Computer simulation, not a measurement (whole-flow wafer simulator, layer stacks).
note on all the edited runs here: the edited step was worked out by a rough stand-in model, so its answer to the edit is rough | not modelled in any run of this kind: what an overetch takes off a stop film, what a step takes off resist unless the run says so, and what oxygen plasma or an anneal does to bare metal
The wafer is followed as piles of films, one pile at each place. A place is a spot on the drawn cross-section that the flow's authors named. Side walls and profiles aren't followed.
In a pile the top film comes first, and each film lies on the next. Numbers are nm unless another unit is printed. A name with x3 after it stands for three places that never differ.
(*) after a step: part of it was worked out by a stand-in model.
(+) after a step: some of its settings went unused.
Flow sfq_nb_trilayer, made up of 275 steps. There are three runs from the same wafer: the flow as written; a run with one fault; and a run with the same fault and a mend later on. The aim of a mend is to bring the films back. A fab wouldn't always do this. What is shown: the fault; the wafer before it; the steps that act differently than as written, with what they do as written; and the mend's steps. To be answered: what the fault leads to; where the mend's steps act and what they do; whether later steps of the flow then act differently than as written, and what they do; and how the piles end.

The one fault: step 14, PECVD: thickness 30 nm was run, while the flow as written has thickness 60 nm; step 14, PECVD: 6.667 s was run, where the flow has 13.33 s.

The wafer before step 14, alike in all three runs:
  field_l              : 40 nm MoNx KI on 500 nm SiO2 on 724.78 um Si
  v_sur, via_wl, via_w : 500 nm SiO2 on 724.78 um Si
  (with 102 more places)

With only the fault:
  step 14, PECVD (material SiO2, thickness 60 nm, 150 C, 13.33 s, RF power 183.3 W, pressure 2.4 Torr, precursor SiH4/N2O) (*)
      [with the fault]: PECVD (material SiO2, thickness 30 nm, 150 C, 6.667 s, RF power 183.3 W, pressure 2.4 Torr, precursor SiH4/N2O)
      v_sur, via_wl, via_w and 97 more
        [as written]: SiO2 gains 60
        [with the fault]: SiO2 gains 30
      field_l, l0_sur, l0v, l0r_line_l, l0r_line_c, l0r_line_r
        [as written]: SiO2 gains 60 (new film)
        [with the fault]: SiO2 gains 30 (new film)
  Steps further on in the flow that do not act as written (10 more steps, not shown, differ only slightly: by at most 2% or 0.5 nm, whichever is larger):
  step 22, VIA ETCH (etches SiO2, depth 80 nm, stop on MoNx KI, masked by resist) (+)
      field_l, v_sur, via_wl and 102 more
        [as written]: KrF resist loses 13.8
        [with the fault]: KrF resist loses 7.72
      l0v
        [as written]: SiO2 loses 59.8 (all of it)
        [with the fault]: SiO2 loses 29.8 (all of it)
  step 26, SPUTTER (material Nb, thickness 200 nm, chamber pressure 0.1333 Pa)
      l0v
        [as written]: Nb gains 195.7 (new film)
        [with the fault]: Nb gains 200 (new film)
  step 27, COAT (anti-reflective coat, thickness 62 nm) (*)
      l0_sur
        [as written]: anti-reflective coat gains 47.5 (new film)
        [with the fault]: anti-reflective coat gains 50.9 (new film)
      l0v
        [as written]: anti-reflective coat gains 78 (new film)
        [with the fault]: anti-reflective coat gains 68.7 (new film)
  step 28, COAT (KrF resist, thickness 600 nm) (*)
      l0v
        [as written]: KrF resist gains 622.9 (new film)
        [with the fault]: KrF resist gains 604.8 (new film)
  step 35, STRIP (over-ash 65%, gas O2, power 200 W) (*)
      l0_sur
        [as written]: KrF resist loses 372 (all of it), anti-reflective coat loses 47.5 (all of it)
        [with the fault]: KrF resist loses 373.6 (all of it), anti-reflective coat loses 50.9 (all of it)
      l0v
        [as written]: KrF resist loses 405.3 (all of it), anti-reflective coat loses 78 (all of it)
        [with the fault]: KrF resist loses 387.2 (all of it), anti-reflective coat loses 68.7 (all of it)
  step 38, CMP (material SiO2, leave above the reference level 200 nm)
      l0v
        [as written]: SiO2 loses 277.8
        [with the fault]: SiO2 loses 312.1
  By the end, the piles at field_l, v_sur, via_wl and 100 more depart from the flow's by more than 2% or 0.5 nm, whichever is larger.
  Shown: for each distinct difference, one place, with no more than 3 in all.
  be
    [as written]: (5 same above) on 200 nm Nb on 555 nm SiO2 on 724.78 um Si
    [with the fault]: (5 same above) on 200 nm Nb on 525 nm SiO2 on 724.78 um Si
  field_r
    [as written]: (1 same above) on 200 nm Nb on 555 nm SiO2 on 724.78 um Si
    [with the fault]: (1 same above) on 200 nm Nb on 525 nm SiO2 on 724.78 um Si
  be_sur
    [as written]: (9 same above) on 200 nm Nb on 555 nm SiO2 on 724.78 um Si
    [with the fault]: (9 same above) on 200 nm Nb on 525 nm SiO2 on 724.78 um Si

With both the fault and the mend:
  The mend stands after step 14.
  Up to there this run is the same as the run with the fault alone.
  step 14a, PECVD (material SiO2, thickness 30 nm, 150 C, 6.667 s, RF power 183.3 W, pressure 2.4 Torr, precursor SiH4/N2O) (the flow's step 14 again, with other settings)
      field_l, v_sur, via_wl and 103 more
        SiO2 gains 30
  Every later step of the flow that is run acts as written, at every place that is followed, to within 2% or 0.5 nm, whichever is larger.
  At every place that both follow, the piles at the end match the flow's.
